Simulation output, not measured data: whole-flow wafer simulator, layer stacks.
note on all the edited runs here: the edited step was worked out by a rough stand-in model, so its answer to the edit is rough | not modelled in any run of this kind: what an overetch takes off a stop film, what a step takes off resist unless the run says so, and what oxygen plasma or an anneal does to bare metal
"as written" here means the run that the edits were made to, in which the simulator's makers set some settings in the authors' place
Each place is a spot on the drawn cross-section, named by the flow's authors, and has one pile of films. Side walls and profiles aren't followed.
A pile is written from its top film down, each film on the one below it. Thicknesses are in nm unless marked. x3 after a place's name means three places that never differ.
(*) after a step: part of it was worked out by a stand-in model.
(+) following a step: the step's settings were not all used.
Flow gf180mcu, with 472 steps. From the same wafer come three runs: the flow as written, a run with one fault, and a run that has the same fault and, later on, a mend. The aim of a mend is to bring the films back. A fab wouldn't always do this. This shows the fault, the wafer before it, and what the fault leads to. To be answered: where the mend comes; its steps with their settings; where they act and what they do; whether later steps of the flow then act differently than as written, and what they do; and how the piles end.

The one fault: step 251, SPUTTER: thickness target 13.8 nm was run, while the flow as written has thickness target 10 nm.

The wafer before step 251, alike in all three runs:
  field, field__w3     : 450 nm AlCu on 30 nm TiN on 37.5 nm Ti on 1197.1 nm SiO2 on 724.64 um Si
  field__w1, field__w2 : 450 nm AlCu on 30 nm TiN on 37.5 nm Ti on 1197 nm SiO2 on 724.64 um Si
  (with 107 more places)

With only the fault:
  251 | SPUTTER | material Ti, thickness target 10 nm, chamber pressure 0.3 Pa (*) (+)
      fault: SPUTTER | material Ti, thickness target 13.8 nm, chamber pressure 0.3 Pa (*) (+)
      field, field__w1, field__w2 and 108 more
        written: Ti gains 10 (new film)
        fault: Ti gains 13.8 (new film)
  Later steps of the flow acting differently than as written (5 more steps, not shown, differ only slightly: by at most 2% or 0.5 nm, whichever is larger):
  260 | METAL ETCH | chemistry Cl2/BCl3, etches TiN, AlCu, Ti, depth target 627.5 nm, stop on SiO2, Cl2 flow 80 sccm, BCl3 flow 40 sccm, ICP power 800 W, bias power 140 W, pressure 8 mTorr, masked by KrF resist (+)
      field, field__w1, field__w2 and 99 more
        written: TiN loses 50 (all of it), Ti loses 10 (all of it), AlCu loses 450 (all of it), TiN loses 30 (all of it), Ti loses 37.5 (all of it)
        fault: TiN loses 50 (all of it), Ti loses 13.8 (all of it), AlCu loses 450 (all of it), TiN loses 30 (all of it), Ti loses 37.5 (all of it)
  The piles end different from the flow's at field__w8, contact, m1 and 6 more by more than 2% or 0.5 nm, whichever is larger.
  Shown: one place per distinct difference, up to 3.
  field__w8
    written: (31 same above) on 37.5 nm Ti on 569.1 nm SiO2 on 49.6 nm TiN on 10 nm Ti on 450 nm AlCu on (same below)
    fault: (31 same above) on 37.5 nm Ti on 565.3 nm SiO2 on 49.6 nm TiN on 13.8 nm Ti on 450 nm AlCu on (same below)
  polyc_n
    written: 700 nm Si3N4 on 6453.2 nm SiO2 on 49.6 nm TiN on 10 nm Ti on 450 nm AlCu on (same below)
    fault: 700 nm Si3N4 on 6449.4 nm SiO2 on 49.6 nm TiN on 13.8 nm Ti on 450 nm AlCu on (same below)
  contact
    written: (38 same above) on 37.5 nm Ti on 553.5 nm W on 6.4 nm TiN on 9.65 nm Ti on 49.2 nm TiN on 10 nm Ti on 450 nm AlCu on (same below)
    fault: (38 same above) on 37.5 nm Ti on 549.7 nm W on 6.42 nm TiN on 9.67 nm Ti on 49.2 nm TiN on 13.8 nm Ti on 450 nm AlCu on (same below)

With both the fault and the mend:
  The mend follows step 259.
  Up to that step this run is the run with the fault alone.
  260 | METAL ETCH | chemistry Cl2/BCl3, etches TiN, AlCu, Ti, depth target 631.3 nm, stop on SiO2, Cl2 flow 80 sccm, BCl3 flow 40 sccm, ICP power 800 W, bias power 140 W, pressure 8 mTorr, masked by KrF resist (+) (the flow's step 260, as written with depth target 627.5 nm)
      field, field__w1, field__w2 and 99 more
        TiN loses 50 (all of it), Ti loses 13.8 (all of it), AlCu loses 450 (all of it), TiN loses 30 (all of it), Ti loses 37.5 (all of it)
      field__w8, contact, m1 and 6 more
        KrF resist loses 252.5
  Every later step of the flow that is run acts as written, at every place that is followed, to within 2% or 0.5 nm, whichever is larger.
  The piles end different from the flow's at field__w8, contact, m1 and 6 more by more than 2% or 0.5 nm, whichever is larger.
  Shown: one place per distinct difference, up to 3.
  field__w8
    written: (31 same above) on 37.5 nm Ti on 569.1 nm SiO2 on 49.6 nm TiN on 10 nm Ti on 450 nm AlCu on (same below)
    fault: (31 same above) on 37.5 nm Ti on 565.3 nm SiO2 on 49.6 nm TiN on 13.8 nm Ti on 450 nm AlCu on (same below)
    mend: (31 same above) on 37.5 nm Ti on 565.3 nm SiO2 on 49.6 nm TiN on 13.8 nm Ti on 450 nm AlCu on (same below)
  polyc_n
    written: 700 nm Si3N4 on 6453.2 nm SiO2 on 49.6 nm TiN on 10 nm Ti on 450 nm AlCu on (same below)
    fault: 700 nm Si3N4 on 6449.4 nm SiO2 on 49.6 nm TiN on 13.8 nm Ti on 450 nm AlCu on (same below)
    mend: 700 nm Si3N4 on 6449.4 nm SiO2 on 49.6 nm TiN on 13.8 nm Ti on 450 nm AlCu on (same below)
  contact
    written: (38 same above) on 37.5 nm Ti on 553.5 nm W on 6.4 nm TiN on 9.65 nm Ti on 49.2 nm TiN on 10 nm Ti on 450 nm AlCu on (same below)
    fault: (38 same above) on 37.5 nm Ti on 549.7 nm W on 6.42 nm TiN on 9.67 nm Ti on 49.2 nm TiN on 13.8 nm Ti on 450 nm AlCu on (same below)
    mend: (38 same above) on 37.5 nm Ti on 549.7 nm W on 6.42 nm TiN on 9.67 nm Ti on 49.2 nm TiN on 13.8 nm Ti on 450 nm AlCu on (same below)
